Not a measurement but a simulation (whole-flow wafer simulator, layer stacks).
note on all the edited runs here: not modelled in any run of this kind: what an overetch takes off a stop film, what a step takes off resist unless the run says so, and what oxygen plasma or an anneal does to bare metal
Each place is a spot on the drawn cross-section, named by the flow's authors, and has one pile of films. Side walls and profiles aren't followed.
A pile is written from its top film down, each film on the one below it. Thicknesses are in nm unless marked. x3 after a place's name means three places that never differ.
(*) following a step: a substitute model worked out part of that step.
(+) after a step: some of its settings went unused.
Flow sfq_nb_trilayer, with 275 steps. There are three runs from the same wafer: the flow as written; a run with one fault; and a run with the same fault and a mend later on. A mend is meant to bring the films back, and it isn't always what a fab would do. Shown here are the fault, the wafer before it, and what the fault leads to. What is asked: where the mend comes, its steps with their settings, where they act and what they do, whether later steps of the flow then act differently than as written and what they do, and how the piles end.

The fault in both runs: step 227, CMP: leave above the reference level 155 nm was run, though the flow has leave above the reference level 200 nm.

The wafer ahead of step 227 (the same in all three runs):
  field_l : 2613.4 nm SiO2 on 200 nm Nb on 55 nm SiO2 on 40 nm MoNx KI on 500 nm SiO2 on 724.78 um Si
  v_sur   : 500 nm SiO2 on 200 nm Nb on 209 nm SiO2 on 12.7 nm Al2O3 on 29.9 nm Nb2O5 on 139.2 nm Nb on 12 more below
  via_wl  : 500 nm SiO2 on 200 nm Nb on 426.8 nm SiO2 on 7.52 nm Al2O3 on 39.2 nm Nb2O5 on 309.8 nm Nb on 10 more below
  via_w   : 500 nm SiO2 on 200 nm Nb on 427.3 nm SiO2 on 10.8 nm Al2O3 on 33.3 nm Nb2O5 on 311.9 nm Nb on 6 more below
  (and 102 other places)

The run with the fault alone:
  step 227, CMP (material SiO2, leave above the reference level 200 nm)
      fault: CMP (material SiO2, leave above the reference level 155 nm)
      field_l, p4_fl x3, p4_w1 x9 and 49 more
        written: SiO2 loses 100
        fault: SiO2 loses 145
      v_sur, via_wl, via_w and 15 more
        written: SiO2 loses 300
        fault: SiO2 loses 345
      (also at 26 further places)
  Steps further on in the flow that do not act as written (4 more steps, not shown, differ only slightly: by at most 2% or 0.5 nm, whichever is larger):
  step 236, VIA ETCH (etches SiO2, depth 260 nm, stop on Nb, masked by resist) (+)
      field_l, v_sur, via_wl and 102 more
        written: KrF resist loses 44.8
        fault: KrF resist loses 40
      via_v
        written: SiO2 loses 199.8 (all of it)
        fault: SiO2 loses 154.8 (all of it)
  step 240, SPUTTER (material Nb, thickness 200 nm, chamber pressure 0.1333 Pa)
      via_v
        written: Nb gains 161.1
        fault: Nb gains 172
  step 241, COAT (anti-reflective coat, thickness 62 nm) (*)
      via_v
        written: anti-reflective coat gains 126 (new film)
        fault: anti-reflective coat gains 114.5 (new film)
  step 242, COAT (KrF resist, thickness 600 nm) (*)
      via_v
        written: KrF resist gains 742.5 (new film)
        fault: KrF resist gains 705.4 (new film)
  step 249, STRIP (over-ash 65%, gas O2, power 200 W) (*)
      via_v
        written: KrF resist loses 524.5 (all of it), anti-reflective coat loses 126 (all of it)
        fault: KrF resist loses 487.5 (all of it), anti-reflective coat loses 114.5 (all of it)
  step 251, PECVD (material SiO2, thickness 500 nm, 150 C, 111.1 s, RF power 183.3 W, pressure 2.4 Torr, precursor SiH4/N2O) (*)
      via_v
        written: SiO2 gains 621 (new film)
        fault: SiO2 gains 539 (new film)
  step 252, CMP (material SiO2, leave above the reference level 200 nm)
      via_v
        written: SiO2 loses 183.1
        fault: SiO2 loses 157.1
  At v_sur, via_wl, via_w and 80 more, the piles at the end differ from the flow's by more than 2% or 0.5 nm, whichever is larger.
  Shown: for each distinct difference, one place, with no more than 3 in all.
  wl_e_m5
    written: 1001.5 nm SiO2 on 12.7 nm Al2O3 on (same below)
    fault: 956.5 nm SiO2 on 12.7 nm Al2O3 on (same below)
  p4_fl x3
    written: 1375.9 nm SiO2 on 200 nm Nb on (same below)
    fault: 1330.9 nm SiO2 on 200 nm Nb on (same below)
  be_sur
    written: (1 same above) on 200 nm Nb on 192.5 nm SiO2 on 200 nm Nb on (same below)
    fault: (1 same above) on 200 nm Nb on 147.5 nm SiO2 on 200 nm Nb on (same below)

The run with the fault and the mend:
  The mend stands after step 228.
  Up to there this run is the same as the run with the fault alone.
  step 228a, PECVD (material SiO2, thickness 45 nm, 150 C, 10 s, RF power 183.3 W, pressure 2.4 Torr, precursor SiH4/N2O) (the flow's step 226, run once more with other settings)
      field_l, v_sur, via_wl and 103 more
        SiO2 gains 45
  Later steps of the flow that are run all act as written at every place that is followed, up to a difference of at most 2% or 0.5 nm, whichever is larger.
  The piles end the same as the flow's at every place that both follow.
